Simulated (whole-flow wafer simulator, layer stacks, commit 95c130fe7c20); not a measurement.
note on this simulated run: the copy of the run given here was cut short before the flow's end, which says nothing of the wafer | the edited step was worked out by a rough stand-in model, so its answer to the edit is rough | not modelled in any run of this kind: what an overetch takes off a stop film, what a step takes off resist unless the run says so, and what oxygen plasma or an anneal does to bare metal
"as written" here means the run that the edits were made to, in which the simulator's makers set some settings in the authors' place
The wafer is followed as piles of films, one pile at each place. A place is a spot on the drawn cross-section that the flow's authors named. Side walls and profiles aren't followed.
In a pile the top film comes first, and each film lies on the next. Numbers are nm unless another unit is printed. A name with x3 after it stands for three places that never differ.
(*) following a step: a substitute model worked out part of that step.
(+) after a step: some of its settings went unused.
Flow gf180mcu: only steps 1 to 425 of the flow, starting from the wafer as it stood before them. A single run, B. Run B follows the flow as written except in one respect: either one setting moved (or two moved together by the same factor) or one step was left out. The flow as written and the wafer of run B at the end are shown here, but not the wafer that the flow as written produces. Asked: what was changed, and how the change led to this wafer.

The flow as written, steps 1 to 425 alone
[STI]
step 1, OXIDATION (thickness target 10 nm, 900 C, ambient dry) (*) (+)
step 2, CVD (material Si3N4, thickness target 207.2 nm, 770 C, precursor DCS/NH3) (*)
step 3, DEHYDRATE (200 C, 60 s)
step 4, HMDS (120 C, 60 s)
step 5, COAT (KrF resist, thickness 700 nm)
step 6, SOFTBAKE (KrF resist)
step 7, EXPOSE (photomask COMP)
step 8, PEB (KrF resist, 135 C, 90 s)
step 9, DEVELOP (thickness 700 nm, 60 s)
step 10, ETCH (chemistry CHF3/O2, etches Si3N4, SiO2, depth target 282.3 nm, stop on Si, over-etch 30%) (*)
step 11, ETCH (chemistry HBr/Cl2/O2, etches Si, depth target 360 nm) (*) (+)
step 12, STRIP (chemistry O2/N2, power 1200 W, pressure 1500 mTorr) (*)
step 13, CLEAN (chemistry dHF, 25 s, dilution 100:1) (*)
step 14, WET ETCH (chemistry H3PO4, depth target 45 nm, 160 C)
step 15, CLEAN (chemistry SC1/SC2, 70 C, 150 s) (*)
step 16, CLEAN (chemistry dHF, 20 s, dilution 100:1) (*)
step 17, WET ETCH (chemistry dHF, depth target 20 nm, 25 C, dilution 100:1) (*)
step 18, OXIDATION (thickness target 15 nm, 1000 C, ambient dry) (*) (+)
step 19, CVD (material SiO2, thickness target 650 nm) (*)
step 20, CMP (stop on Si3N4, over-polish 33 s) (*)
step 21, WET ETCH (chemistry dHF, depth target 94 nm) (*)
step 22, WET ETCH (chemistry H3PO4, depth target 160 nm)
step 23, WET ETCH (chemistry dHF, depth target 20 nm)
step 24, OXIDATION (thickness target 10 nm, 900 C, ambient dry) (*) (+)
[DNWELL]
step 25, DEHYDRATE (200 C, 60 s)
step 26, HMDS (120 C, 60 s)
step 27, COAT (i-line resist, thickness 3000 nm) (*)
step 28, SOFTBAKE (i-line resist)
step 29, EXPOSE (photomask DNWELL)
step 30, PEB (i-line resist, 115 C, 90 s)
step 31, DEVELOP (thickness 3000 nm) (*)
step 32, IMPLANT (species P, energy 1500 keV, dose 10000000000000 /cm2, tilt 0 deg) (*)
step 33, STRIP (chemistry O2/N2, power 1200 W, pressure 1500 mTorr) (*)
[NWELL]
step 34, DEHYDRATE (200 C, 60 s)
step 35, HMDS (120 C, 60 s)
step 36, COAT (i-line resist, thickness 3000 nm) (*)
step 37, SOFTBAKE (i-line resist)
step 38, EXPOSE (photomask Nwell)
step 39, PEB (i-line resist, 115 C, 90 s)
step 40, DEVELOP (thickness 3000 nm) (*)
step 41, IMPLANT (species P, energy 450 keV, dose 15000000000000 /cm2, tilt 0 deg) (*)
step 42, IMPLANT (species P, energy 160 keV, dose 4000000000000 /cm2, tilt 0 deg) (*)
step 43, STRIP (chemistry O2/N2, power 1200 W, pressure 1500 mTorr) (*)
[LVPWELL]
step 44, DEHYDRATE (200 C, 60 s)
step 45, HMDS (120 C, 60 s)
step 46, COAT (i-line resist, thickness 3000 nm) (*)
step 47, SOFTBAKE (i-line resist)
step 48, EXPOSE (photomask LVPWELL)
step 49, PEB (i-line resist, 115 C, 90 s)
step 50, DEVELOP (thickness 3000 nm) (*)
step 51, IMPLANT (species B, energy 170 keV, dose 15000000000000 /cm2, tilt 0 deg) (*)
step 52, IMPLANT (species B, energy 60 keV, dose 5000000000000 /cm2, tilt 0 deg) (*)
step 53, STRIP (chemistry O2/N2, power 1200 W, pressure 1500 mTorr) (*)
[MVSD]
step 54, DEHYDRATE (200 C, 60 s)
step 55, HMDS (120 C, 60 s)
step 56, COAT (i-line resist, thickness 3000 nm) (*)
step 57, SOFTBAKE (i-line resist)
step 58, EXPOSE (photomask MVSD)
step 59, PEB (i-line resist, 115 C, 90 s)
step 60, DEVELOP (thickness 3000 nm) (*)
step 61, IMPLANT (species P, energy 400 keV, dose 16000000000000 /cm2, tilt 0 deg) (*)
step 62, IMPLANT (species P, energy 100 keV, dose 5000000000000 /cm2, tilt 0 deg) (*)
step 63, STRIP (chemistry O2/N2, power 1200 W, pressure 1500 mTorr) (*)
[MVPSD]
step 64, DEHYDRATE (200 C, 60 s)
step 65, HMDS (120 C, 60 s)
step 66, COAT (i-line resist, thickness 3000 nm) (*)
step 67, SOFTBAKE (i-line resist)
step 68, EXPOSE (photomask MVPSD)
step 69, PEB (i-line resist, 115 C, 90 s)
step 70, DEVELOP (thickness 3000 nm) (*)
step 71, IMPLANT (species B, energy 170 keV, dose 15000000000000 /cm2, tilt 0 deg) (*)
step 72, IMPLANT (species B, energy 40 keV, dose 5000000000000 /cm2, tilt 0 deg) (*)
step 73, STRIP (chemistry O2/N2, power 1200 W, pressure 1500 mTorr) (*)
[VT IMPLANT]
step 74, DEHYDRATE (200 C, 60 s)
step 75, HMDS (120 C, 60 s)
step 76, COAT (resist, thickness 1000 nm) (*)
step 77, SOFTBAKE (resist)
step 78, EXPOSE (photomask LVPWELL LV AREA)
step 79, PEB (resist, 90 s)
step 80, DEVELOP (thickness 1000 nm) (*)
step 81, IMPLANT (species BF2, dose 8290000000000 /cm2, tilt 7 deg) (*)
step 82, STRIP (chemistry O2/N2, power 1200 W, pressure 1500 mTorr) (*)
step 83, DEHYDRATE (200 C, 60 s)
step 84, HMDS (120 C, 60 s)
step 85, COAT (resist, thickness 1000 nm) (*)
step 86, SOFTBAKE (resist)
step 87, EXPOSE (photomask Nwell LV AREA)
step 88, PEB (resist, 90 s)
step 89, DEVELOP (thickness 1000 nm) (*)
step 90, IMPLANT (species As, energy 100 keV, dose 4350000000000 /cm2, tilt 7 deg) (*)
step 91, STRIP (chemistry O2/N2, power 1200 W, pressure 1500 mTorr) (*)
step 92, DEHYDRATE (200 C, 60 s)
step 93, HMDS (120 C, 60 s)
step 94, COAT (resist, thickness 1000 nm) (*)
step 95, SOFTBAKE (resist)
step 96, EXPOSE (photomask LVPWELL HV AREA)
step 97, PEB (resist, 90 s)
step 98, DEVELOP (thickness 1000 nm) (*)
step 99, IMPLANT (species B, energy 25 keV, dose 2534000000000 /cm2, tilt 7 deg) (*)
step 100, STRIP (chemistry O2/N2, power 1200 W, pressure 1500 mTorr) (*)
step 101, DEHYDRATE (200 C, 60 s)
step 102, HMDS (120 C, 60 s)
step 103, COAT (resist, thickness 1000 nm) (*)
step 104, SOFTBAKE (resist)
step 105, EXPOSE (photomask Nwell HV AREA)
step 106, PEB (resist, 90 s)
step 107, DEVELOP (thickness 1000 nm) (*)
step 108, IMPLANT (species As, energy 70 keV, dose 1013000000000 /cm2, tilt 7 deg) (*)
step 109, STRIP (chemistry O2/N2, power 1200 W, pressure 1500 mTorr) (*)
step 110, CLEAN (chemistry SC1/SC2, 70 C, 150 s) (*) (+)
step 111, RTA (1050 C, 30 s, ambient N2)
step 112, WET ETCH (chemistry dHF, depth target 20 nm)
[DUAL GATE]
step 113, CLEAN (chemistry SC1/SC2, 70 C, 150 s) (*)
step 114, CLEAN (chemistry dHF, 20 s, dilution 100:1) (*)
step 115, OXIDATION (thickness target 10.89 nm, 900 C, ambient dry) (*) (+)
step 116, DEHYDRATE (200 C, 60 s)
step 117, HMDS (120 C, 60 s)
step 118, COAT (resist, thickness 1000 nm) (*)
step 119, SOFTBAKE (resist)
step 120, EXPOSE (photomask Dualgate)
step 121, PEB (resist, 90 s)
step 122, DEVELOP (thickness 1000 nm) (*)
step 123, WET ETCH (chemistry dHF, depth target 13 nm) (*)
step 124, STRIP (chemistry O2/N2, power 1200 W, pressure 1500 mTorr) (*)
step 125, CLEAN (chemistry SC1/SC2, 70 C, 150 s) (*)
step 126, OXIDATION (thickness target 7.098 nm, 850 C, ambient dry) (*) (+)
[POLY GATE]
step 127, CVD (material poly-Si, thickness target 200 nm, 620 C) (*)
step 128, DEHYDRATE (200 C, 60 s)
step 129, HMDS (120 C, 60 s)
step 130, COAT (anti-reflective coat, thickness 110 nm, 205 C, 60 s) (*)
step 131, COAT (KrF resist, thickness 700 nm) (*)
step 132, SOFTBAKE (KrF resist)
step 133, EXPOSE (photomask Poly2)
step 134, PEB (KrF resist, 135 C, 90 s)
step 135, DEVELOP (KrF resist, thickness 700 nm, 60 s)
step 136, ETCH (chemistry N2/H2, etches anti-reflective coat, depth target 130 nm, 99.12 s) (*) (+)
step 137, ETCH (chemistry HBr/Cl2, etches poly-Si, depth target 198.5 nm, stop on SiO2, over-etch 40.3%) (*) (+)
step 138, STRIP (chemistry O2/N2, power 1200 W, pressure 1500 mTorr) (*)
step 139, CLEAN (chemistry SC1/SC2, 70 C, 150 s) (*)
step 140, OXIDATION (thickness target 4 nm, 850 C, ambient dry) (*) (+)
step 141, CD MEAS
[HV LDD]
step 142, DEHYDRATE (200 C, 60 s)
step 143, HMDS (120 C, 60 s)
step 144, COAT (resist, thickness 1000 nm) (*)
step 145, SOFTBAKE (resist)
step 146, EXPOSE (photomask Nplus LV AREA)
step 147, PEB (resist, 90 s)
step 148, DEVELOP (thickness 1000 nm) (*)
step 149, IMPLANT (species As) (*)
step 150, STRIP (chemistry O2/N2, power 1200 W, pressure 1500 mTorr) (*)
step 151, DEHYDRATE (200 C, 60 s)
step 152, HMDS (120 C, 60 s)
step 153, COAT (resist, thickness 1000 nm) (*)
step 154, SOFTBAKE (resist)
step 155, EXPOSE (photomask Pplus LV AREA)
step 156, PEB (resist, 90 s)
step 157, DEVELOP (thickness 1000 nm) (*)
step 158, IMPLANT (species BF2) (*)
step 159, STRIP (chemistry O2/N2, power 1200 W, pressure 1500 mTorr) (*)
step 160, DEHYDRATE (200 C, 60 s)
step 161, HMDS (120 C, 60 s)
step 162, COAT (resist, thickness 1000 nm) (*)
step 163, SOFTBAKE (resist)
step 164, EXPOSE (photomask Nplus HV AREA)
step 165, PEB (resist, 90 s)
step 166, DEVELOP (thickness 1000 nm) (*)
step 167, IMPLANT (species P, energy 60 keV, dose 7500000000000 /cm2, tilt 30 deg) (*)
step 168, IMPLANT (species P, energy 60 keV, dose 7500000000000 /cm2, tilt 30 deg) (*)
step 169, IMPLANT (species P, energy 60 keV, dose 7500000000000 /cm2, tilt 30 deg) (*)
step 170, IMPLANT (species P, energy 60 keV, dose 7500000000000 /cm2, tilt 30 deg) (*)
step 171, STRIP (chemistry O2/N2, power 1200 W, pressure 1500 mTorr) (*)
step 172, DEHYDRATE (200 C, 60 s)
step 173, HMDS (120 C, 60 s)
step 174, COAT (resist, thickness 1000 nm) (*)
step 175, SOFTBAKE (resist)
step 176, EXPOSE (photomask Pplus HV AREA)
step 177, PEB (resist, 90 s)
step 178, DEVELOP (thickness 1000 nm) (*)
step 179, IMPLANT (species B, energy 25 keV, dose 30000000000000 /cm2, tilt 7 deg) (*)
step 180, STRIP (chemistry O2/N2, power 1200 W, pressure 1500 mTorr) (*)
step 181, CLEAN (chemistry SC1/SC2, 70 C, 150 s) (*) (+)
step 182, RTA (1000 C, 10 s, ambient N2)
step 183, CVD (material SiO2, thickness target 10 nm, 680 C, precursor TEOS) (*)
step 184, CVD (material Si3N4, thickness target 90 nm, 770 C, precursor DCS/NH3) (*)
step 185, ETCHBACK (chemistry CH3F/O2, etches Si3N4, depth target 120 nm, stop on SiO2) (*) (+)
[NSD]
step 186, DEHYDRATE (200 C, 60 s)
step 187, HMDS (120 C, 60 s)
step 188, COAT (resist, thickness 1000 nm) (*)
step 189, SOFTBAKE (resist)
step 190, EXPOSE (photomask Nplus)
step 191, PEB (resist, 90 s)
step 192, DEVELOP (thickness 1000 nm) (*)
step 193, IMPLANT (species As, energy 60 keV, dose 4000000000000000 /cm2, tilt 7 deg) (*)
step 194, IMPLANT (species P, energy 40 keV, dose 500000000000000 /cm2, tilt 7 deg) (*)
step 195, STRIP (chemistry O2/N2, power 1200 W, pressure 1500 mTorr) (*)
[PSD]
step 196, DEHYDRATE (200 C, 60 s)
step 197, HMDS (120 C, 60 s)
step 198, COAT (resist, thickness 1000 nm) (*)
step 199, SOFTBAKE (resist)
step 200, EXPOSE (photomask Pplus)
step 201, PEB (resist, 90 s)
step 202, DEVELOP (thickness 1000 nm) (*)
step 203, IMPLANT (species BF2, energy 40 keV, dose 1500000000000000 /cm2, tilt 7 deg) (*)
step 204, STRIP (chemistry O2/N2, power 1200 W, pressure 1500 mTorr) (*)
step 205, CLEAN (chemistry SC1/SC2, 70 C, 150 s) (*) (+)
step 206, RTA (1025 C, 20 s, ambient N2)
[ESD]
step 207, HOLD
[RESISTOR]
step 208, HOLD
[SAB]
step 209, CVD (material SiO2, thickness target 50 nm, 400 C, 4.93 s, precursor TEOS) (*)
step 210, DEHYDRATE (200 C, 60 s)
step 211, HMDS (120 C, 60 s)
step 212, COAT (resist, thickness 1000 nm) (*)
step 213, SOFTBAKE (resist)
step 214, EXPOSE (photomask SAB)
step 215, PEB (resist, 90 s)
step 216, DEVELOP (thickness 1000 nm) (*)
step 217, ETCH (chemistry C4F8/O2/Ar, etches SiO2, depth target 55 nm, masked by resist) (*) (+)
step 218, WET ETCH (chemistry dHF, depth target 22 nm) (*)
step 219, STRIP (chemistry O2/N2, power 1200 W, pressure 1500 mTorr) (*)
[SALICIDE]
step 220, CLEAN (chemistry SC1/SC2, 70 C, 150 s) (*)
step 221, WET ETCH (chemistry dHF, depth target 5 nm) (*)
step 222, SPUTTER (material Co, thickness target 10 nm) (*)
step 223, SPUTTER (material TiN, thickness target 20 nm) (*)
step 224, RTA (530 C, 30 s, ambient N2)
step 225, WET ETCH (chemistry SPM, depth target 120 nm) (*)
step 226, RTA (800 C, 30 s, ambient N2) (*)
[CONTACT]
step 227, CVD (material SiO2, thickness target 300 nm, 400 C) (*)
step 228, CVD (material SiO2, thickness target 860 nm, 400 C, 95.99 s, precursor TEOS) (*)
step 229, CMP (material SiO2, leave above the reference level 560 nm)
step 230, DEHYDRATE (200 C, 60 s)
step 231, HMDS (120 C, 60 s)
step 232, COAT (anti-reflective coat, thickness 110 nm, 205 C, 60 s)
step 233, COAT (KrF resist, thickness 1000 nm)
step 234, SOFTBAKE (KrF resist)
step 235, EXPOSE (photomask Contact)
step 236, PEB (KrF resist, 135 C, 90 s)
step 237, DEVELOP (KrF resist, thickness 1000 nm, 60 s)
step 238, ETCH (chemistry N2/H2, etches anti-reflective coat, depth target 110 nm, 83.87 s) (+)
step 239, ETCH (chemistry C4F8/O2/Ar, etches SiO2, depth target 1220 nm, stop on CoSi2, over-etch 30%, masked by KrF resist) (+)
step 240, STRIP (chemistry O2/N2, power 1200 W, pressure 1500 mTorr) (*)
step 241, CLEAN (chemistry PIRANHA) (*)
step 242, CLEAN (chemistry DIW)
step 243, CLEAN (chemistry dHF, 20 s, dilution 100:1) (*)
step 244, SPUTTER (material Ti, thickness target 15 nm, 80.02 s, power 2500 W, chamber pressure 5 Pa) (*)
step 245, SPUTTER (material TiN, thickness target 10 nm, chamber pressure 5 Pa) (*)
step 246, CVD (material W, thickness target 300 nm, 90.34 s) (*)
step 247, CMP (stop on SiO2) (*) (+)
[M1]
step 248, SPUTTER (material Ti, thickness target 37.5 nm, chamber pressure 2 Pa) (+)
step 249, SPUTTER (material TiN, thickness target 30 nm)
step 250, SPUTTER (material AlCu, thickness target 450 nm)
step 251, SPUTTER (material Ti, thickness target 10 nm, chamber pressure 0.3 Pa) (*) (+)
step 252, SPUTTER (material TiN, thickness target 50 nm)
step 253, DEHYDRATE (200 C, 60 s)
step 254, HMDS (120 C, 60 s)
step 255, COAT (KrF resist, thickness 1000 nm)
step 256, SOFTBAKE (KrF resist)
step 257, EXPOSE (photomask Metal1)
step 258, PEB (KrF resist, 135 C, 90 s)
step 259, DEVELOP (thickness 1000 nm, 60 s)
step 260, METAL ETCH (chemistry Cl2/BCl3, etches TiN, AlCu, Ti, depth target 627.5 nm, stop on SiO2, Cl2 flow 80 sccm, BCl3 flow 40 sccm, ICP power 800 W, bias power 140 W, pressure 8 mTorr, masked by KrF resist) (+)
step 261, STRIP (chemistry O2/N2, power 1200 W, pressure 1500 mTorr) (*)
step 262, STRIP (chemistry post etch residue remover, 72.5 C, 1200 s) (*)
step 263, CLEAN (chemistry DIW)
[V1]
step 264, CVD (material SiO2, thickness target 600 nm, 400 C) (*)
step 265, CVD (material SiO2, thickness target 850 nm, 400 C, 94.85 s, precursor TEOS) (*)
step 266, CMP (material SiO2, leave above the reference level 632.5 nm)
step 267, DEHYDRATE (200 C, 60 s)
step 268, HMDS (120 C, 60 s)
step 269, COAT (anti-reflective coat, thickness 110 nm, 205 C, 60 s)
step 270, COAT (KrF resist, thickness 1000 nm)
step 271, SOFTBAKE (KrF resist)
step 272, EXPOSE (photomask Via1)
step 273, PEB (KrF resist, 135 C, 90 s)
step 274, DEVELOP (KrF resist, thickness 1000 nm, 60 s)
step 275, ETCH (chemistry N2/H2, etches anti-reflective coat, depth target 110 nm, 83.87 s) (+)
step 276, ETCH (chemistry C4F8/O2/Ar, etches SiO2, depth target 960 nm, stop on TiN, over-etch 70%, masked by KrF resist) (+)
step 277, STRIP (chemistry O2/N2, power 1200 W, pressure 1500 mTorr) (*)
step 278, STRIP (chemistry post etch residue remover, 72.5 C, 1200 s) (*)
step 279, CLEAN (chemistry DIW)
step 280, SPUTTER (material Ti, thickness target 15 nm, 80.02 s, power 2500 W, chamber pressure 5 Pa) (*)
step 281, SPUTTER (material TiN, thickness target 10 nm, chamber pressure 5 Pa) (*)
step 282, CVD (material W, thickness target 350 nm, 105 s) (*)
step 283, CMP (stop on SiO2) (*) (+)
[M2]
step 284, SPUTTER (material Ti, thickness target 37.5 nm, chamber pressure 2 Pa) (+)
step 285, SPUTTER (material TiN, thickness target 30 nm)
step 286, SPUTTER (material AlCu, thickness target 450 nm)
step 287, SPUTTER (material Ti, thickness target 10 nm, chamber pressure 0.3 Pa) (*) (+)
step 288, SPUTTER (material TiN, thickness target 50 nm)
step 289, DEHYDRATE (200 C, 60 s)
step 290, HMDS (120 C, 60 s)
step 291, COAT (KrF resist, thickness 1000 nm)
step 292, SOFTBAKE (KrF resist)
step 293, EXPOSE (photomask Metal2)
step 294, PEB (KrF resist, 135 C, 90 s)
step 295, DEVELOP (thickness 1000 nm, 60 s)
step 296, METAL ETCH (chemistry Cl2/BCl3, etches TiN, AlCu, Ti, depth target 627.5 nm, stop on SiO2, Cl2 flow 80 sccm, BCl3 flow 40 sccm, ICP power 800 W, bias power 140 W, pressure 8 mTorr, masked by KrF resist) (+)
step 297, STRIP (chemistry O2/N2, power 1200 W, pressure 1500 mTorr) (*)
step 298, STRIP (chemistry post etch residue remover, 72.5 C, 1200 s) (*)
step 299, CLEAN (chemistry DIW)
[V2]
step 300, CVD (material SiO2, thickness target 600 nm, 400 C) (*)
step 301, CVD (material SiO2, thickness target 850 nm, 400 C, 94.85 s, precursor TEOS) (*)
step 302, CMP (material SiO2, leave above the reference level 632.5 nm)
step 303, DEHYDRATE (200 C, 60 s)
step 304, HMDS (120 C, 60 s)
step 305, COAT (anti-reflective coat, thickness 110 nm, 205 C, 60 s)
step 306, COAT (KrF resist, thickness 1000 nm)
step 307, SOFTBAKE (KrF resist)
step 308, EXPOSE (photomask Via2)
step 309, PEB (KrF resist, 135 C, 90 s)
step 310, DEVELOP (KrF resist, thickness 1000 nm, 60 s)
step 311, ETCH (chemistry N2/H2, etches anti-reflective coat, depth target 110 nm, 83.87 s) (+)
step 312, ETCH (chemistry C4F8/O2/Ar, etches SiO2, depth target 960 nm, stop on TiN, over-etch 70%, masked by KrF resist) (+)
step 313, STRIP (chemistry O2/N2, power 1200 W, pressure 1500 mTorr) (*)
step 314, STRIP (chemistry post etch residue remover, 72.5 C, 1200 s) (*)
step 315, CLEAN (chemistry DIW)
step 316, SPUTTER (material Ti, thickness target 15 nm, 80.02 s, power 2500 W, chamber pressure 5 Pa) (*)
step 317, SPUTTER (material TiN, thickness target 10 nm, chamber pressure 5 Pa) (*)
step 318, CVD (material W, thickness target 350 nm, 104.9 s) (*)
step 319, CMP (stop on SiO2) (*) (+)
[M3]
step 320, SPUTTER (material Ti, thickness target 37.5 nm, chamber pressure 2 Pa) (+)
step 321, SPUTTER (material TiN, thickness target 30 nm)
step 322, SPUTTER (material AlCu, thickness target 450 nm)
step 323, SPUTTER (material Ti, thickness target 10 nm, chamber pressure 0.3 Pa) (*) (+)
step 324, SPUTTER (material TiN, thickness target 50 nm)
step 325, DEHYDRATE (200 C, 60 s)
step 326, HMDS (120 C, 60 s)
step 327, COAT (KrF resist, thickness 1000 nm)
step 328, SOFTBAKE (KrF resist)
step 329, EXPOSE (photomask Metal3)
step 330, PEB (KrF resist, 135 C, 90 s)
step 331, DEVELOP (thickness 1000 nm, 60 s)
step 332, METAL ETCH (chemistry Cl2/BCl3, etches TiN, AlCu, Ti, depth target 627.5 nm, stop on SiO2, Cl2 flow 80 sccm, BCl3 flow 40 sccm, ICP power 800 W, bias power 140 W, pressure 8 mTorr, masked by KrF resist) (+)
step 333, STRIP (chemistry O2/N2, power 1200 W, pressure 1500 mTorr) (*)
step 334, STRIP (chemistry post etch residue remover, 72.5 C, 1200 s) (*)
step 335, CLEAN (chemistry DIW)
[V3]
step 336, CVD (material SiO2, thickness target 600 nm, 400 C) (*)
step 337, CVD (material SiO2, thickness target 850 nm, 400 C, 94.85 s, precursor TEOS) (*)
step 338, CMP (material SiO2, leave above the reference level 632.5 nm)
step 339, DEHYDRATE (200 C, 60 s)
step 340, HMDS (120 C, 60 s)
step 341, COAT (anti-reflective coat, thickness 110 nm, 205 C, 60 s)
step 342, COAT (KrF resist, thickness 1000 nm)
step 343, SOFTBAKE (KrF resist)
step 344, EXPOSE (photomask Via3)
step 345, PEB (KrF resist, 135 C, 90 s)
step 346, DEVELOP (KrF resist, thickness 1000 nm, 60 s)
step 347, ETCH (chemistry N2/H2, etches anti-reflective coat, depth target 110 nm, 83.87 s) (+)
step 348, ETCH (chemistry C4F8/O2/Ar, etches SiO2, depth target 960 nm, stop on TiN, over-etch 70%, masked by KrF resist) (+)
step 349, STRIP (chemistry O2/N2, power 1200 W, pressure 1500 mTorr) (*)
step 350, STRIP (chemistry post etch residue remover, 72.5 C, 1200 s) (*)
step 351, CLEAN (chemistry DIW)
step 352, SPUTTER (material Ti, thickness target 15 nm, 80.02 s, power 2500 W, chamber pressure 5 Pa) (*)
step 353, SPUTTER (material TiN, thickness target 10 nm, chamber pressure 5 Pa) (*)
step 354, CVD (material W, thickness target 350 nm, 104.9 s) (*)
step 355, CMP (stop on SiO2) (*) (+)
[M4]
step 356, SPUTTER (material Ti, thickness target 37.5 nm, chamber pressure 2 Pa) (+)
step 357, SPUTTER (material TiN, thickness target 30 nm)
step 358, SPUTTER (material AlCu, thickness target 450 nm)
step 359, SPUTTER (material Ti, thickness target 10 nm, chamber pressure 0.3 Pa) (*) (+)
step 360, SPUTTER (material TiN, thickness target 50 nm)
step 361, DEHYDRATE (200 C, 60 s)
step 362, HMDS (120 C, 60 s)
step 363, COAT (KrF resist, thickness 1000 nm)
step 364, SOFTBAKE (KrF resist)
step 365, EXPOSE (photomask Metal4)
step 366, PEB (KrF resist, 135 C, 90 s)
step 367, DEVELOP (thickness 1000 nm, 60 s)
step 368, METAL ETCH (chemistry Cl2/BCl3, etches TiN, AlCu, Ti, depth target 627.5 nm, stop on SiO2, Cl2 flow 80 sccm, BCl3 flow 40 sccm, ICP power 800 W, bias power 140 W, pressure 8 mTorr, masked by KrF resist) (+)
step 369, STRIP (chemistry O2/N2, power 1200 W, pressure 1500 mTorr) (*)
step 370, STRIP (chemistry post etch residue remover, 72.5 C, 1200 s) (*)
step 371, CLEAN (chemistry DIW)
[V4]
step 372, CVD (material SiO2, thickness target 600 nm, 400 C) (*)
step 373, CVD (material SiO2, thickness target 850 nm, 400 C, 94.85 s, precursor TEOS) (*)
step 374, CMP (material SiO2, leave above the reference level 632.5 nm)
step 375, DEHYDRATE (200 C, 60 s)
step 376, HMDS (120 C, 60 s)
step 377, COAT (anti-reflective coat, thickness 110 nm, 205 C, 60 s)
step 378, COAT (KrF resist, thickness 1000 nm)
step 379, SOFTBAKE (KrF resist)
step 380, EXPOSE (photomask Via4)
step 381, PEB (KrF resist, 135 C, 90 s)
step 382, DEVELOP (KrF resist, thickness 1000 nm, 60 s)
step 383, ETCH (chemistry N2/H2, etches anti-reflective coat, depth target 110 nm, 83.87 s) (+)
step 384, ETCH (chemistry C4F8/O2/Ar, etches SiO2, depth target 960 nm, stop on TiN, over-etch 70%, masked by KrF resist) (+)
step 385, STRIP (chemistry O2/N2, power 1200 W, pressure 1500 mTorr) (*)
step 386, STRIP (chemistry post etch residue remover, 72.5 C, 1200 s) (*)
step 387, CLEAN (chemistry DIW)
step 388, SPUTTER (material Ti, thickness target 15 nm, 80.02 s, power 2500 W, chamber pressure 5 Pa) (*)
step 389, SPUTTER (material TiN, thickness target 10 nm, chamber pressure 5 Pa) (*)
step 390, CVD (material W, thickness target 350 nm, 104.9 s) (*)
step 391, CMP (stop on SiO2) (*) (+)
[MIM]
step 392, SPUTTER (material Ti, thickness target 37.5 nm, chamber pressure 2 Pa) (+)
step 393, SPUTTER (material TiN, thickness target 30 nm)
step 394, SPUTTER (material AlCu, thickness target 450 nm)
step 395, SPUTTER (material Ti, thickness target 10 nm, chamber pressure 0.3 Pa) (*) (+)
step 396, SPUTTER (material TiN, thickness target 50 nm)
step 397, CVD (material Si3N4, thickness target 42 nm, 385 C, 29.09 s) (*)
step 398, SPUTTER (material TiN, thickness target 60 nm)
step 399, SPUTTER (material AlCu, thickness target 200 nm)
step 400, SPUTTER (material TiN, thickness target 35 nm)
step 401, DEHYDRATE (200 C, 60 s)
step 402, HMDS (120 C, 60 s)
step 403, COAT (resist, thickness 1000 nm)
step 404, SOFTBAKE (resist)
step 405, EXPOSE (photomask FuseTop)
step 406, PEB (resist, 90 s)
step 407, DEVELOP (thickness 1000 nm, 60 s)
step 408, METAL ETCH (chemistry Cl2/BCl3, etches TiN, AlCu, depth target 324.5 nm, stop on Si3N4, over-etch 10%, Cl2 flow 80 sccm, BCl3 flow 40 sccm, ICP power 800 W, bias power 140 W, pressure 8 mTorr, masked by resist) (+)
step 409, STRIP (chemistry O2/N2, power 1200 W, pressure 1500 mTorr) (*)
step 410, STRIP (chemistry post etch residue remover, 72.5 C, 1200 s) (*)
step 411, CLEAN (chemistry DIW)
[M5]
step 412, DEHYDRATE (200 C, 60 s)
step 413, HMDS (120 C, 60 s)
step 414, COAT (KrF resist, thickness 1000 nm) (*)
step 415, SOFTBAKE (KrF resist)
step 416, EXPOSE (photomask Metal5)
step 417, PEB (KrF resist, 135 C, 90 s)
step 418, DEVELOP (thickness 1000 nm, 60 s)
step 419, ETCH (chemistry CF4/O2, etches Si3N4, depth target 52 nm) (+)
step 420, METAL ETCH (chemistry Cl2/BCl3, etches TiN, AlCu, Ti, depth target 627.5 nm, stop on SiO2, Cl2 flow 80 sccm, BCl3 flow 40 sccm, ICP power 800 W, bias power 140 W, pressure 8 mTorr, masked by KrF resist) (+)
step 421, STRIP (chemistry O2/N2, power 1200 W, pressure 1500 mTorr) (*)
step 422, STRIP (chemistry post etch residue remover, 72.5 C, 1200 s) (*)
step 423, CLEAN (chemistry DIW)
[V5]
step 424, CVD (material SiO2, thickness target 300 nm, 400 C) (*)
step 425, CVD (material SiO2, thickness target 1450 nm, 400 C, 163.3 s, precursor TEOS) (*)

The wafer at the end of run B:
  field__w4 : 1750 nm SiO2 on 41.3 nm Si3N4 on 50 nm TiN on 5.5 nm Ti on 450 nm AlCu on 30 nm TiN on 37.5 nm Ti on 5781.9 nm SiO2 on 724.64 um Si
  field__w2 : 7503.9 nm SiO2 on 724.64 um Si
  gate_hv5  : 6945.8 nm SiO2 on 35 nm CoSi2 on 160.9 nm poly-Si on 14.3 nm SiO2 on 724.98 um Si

Cause: step 395, SPUTTER: thickness target 5.5 nm was run, while the flow as written has thickness target 10 nm.
One can read it off the wafer: field__w4 has Ti 5.5, and step 395 as written asks for 10 nm.

The path from the change to this, step by step:
  step 395, SPUTTER (material Ti, thickness target 10 nm, chamber pressure 0.3 Pa) (*) (+)
      field, field__w1, field__w2 and 108 more: +5.5 Ti (new film) (it would be, as written: +10 Ti (new film))
  step 420, METAL ETCH (chemistry Cl2/BCl3, etches TiN, AlCu, Ti, depth target 627.5 nm, stop on SiO2, Cl2 flow 80 sccm, BCl3 flow 40 sccm, ICP power 800 W, bias power 140 W, pressure 8 mTorr, masked by KrF resist) (+)
      field, field__w1, field__w2 and 101 more: -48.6 TiN (all of it), -5.5 Ti (all of it), -450 AlCu (all of it), -30 TiN (all of it), -37.5 Ti (all of it) (it would be, as written: -48.6 TiN (all of it), -10 Ti (all of it), -450 AlCu (all of it), -30 TiN (all of it), -37.5 Ti (all of it))
